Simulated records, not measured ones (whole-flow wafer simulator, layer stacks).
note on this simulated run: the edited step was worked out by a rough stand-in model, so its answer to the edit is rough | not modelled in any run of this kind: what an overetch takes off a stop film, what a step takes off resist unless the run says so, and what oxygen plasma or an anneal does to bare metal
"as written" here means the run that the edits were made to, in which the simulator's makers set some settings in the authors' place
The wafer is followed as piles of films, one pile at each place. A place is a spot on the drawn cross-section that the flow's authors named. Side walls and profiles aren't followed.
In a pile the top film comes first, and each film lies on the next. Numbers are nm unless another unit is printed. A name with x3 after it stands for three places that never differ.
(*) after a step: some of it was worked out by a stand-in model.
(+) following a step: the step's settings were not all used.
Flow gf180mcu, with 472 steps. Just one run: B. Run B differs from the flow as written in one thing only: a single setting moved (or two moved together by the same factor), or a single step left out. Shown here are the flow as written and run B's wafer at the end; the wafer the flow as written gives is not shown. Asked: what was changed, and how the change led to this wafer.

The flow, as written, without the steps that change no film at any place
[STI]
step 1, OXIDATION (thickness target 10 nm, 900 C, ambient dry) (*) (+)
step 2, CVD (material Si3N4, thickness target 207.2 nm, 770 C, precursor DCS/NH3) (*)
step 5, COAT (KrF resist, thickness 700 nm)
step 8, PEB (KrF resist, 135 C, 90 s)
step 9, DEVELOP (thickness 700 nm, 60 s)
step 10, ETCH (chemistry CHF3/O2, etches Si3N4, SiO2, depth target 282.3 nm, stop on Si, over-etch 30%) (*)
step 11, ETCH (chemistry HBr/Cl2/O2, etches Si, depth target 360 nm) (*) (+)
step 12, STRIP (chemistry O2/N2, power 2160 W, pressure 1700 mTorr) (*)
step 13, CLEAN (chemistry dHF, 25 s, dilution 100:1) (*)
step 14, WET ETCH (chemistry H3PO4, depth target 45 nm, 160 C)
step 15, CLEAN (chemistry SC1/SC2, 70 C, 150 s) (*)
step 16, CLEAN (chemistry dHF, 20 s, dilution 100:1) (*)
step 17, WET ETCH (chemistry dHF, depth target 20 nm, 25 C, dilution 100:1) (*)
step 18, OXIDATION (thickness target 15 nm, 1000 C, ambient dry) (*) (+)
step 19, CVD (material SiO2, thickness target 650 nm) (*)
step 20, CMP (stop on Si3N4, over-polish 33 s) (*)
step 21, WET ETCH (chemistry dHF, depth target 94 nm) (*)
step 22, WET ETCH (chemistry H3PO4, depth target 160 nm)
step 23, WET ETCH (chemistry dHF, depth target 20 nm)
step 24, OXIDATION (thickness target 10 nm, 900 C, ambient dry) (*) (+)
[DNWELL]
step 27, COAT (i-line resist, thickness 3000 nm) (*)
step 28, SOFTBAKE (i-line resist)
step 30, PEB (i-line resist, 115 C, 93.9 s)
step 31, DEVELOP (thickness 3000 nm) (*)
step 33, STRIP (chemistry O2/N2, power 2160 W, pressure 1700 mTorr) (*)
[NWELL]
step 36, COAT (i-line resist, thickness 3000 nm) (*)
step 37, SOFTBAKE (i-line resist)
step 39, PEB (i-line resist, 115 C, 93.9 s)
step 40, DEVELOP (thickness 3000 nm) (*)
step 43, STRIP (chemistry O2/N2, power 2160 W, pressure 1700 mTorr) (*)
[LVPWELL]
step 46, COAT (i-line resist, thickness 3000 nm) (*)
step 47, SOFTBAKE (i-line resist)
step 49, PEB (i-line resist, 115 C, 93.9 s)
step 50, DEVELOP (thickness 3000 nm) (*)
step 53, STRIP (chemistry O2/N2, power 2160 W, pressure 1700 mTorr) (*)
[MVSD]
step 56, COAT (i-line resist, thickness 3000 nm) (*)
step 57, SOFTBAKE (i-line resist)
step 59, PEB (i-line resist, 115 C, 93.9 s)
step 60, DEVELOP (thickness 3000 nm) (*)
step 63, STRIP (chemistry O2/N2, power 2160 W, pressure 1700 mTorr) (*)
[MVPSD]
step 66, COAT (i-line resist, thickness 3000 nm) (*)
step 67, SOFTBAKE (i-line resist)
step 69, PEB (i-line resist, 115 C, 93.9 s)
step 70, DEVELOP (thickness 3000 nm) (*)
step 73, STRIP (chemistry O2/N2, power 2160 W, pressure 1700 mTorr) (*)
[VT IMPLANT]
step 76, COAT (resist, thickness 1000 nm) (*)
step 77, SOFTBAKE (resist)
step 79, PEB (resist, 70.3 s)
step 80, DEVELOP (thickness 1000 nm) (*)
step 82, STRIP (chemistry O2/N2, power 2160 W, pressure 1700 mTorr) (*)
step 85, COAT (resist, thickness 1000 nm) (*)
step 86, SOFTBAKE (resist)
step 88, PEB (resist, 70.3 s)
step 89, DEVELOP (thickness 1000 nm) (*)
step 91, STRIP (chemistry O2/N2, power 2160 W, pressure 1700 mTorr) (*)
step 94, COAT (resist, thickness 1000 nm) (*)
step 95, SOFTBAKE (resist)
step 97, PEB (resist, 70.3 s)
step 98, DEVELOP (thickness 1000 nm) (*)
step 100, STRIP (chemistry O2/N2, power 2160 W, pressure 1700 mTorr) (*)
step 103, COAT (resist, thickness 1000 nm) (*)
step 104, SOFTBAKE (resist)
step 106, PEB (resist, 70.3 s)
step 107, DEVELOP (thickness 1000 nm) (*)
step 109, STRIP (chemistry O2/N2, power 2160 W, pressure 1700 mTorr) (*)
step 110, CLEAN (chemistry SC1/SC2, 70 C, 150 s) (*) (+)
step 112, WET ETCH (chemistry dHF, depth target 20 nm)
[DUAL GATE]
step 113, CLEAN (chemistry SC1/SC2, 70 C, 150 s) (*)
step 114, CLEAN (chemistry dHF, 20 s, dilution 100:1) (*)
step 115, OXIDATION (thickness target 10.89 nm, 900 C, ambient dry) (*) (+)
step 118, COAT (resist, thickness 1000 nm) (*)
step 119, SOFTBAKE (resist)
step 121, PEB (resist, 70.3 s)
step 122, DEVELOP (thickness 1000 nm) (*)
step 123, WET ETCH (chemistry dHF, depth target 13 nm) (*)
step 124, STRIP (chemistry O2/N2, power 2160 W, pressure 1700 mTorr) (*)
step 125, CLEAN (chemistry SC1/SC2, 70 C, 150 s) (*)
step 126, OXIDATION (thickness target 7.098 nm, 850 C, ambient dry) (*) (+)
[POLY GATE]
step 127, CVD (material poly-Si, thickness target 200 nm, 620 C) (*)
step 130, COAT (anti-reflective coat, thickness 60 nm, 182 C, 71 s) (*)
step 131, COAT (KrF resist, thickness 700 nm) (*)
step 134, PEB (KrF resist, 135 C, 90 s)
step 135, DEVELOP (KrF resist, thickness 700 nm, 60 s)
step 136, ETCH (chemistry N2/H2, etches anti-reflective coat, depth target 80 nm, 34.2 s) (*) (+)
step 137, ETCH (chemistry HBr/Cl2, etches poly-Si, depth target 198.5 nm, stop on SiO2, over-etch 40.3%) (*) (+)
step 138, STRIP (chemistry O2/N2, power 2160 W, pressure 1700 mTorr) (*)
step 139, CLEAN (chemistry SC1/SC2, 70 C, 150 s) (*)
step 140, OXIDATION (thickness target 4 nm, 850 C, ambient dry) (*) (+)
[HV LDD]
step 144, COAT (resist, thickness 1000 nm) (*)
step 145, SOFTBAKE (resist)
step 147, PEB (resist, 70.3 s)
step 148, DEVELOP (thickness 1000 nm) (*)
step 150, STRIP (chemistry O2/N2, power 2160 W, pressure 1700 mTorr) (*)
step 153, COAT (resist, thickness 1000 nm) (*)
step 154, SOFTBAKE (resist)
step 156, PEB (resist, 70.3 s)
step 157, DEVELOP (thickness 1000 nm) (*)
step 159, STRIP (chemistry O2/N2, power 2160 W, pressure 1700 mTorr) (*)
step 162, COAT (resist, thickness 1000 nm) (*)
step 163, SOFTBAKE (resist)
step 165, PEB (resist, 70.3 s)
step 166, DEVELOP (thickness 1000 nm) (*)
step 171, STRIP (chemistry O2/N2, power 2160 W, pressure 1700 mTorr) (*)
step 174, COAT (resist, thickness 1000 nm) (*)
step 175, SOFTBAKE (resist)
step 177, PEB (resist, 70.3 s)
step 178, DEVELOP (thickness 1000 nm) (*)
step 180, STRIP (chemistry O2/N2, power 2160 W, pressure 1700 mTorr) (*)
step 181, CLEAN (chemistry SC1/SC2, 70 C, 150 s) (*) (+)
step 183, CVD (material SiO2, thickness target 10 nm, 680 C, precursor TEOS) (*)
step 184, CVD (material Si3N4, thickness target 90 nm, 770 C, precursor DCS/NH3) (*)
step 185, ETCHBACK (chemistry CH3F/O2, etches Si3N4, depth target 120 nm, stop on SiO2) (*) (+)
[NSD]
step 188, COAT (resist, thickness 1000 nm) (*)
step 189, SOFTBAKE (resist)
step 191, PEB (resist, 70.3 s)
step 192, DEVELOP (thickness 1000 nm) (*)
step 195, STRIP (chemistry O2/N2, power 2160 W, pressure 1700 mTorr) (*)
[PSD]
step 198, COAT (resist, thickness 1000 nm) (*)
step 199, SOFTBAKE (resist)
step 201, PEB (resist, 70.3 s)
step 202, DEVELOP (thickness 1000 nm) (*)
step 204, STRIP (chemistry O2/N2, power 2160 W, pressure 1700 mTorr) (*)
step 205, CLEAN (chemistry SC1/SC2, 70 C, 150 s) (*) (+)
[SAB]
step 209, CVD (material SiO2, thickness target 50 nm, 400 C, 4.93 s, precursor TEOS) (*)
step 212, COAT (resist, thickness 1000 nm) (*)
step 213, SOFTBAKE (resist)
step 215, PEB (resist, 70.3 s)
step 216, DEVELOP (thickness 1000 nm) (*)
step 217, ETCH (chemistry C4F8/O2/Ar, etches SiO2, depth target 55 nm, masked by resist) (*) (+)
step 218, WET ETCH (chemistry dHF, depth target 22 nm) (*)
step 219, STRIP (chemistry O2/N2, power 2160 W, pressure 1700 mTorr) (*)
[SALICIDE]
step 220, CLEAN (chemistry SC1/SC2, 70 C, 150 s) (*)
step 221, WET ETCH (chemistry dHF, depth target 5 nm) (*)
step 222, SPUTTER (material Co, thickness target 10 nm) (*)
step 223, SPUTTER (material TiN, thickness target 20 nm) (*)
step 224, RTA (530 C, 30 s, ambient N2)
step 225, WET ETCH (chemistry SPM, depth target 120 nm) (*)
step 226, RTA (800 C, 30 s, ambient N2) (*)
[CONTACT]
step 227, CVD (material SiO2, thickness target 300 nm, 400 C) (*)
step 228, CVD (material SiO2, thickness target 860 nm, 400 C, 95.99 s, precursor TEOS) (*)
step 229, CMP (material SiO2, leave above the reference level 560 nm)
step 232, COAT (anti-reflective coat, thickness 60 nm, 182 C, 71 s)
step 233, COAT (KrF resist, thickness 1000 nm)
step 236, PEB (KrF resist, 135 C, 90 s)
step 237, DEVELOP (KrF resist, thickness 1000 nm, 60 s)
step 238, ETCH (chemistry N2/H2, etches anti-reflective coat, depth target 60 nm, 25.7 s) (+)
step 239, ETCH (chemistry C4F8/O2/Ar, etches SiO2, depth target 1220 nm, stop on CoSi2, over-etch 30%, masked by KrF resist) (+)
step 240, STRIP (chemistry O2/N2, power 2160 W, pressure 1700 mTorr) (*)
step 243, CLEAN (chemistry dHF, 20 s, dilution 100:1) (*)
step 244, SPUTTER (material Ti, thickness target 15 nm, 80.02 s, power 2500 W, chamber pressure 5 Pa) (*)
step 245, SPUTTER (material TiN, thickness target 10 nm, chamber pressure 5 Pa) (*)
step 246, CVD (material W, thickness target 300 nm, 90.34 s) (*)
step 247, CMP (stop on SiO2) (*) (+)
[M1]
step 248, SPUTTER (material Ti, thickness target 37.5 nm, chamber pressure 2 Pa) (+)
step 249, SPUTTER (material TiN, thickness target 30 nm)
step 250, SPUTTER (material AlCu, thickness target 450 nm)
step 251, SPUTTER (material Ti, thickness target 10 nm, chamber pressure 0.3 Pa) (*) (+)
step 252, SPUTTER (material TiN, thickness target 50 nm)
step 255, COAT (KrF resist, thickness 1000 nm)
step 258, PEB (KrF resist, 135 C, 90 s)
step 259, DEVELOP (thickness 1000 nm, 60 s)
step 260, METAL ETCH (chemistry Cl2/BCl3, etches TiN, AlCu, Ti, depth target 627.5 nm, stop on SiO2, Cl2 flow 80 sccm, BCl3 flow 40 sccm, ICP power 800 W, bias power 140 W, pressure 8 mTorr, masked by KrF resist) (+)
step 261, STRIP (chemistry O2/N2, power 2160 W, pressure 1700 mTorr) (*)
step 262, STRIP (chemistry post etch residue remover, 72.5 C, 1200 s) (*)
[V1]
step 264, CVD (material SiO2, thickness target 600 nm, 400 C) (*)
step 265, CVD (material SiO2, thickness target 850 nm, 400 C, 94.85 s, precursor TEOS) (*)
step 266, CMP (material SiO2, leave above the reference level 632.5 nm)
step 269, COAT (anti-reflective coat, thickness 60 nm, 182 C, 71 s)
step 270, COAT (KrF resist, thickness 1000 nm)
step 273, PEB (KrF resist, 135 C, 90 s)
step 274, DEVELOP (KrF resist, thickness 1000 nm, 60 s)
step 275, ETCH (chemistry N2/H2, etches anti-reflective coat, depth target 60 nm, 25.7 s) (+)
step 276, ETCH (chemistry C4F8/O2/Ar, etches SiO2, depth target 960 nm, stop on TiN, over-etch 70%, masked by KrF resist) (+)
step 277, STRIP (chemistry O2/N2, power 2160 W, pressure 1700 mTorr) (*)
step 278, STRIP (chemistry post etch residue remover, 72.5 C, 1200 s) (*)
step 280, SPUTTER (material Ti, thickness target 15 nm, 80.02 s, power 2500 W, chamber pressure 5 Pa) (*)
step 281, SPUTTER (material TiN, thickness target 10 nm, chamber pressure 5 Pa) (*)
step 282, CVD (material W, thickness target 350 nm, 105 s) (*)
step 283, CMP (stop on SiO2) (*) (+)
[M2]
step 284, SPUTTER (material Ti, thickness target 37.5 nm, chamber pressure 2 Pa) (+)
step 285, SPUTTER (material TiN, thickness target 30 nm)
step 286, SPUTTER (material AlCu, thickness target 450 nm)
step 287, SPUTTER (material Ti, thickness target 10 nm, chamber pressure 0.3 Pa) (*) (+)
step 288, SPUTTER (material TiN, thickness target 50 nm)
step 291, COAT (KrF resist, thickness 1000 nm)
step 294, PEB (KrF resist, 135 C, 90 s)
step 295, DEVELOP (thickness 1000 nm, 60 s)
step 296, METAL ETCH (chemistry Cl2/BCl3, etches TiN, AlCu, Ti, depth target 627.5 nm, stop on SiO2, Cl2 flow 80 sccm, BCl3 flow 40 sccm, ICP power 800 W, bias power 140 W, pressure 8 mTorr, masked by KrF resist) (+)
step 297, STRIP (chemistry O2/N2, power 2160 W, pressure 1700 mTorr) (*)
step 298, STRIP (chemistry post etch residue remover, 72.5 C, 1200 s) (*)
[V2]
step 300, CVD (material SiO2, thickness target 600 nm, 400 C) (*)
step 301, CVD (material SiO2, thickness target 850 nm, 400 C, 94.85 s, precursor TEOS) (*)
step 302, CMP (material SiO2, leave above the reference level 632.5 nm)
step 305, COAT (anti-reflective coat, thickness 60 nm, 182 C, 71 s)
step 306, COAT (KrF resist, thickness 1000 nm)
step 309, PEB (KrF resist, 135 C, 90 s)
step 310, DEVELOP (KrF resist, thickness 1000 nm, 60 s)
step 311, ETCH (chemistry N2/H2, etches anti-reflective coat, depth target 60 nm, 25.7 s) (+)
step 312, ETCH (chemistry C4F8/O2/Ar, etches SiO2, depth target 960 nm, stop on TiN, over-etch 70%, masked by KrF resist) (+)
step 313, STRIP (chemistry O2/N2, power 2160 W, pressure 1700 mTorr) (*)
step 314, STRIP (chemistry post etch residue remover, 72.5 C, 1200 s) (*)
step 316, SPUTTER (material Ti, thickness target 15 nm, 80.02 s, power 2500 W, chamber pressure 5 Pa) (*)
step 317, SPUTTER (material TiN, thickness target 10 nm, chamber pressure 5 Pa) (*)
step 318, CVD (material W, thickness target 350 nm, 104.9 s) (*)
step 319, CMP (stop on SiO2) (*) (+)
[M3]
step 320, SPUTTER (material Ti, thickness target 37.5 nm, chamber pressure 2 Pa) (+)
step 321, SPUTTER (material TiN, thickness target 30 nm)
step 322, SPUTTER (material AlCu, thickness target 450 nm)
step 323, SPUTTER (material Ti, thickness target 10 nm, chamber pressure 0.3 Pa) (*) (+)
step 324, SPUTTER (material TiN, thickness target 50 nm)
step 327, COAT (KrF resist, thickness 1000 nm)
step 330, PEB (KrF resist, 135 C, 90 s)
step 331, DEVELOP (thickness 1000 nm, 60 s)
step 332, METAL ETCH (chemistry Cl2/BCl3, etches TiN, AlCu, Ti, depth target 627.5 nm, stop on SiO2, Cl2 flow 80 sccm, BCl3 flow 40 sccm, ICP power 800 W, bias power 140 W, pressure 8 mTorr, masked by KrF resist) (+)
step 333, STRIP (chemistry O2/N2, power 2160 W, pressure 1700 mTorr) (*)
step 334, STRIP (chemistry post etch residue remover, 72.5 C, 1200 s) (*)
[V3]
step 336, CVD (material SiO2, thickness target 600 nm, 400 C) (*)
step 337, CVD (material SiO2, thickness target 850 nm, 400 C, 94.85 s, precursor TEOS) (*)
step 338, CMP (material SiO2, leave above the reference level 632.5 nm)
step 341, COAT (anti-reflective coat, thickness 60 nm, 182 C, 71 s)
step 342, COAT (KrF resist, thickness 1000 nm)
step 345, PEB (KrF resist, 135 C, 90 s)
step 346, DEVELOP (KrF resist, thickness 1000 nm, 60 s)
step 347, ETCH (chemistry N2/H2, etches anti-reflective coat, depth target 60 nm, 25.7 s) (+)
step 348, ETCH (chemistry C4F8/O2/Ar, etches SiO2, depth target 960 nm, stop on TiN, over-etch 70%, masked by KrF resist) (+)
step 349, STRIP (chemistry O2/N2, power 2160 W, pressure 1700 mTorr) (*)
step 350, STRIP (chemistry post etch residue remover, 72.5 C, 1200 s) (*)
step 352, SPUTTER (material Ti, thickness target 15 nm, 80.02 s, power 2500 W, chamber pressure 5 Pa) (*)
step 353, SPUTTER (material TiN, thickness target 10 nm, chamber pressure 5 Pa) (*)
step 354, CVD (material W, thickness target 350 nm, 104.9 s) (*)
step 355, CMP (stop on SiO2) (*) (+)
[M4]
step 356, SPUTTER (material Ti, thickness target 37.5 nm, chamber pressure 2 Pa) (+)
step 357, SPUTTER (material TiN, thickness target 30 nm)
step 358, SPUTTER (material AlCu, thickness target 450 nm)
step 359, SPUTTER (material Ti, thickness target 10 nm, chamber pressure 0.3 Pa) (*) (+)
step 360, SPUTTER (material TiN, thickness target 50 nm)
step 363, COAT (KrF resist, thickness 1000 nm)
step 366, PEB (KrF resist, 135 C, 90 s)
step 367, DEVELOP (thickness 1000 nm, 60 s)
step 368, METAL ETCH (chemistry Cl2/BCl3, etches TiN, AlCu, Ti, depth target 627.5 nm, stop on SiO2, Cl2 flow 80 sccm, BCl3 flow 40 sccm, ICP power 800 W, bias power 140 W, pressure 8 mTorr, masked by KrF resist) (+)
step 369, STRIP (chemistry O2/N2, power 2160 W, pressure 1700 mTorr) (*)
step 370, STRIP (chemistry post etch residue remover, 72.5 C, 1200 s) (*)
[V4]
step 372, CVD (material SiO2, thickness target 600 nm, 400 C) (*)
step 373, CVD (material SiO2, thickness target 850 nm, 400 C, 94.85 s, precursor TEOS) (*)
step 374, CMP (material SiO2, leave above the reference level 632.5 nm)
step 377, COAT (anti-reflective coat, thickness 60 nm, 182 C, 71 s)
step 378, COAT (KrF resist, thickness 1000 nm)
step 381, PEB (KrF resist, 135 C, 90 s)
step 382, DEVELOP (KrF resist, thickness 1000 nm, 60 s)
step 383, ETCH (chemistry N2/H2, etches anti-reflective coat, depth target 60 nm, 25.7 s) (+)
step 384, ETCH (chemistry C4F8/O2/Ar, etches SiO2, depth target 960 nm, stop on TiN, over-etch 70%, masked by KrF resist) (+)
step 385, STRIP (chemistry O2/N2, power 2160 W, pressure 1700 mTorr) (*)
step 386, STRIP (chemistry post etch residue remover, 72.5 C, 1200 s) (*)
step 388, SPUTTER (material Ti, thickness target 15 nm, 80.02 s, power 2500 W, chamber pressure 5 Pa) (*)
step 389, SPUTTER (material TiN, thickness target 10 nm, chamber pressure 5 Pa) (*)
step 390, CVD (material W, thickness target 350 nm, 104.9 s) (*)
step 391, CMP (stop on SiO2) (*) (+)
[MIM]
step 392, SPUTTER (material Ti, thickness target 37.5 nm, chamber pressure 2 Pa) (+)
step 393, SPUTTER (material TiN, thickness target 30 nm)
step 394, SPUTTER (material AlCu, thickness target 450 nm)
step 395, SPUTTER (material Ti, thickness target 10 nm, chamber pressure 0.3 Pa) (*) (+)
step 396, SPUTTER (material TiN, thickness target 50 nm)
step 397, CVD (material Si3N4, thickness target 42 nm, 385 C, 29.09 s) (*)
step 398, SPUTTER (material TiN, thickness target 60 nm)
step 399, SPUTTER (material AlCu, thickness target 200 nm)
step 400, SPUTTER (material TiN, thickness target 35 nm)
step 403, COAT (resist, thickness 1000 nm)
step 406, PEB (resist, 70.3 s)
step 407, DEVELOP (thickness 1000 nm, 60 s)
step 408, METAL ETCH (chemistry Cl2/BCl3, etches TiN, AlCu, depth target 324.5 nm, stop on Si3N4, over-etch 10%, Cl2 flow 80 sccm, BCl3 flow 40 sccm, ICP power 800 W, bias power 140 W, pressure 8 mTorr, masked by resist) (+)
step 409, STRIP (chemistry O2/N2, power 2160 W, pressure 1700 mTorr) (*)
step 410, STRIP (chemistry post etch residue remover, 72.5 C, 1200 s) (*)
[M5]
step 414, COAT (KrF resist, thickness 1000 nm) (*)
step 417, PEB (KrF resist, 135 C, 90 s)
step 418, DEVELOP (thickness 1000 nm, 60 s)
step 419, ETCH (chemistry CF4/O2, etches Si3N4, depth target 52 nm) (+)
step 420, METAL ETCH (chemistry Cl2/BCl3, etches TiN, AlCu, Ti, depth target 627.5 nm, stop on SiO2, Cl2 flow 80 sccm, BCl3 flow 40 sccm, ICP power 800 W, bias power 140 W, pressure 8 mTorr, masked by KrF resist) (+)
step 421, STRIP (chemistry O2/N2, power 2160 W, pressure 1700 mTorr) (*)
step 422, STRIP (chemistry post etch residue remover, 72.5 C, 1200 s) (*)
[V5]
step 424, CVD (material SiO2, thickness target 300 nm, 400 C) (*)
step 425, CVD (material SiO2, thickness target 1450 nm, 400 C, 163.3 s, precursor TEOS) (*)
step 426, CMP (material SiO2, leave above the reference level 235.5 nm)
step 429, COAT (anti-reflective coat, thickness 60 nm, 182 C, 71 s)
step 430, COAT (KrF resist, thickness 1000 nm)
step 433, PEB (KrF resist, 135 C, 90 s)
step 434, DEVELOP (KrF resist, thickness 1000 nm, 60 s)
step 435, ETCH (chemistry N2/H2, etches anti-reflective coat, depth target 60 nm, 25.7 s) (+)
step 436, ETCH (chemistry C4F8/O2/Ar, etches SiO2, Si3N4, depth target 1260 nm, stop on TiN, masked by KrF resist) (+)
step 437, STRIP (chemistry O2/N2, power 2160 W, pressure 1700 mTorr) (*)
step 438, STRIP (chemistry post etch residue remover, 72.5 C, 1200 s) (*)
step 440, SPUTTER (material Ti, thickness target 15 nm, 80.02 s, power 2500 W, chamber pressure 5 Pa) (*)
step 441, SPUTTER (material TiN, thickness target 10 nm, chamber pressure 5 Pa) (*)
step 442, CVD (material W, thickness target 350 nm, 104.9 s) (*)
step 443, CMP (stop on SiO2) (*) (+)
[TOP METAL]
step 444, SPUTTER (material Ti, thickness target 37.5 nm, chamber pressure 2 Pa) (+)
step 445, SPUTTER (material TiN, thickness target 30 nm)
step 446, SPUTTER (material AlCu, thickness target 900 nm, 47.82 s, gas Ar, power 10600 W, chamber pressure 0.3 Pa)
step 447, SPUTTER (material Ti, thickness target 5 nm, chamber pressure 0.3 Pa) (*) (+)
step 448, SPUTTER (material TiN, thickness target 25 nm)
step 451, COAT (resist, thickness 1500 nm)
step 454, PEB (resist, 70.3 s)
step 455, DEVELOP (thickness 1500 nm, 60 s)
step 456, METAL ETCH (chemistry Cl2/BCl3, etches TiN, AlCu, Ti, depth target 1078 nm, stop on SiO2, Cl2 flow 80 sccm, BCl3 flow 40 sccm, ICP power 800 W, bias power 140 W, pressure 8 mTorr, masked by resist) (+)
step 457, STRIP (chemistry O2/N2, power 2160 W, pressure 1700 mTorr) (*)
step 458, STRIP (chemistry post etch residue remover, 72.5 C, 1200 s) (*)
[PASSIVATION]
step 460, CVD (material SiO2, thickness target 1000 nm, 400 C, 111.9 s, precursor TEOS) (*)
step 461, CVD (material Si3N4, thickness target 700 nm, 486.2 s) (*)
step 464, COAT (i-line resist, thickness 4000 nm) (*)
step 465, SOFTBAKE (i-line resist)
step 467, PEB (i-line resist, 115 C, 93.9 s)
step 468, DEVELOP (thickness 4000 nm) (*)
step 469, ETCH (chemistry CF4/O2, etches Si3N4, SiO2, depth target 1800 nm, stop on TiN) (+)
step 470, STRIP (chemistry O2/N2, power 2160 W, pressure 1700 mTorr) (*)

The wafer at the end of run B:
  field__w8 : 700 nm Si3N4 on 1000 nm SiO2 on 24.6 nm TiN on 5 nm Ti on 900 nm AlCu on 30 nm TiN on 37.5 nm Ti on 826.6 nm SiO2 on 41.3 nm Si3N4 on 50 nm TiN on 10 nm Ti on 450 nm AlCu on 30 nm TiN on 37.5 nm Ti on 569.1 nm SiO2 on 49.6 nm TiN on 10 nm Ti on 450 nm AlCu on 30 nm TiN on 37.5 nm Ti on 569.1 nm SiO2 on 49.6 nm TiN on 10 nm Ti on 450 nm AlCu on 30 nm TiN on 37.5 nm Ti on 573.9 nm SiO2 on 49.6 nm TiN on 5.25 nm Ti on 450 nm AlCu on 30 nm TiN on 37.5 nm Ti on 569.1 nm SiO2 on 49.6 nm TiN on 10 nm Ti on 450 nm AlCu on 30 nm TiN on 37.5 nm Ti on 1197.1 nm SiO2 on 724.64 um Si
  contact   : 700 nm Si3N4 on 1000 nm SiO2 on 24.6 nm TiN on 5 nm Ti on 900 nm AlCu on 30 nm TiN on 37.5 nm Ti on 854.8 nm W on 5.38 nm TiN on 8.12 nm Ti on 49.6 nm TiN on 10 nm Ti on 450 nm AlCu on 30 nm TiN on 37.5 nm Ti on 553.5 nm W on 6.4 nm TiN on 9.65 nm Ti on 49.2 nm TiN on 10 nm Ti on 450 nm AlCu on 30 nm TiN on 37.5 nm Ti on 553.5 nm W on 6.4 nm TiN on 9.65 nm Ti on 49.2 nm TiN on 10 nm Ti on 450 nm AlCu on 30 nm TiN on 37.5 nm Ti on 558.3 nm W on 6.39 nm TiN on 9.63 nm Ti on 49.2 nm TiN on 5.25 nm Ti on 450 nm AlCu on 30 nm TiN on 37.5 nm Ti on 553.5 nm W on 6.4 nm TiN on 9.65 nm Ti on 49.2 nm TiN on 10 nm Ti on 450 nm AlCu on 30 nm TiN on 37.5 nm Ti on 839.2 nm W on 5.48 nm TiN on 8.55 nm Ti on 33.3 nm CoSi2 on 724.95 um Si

The reason: step 287, SPUTTER: thickness target 5.25 nm was run, while the flow as written has thickness target 10 nm.
One can read it off the wafer: field__w8 has Ti 5.25, and step 287 as written asks for 10 nm.

Step by step, how the change led to this:
  step 287, SPUTTER (material Ti, thickness target 10 nm, chamber pressure 0.3 Pa) (*) (+)
      field, field__w1, field__w2 and 108 more: Ti gains 5.25 (new film) (in the flow as written it would be: Ti gains 10 (new film))
  step 296, METAL ETCH (chemistry Cl2/BCl3, etches TiN, AlCu, Ti, depth target 627.5 nm, stop on SiO2, Cl2 flow 80 sccm, BCl3 flow 40 sccm, ICP power 800 W, bias power 140 W, pressure 8 mTorr, masked by KrF resist) (+)
      field, field__w1, field__w2 and 103 more: TiN loses 50 (all of it), Ti loses 5.25 (all of it), AlCu loses 450 (all of it), TiN loses 30 (all of it), Ti loses 37.5 (all of it) (in the flow as written it would be: TiN loses 50 (all of it), Ti loses 10 (all of it), AlCu loses 450 (all of it), TiN loses 30 (all of it), Ti loses 37.5 (all of it))
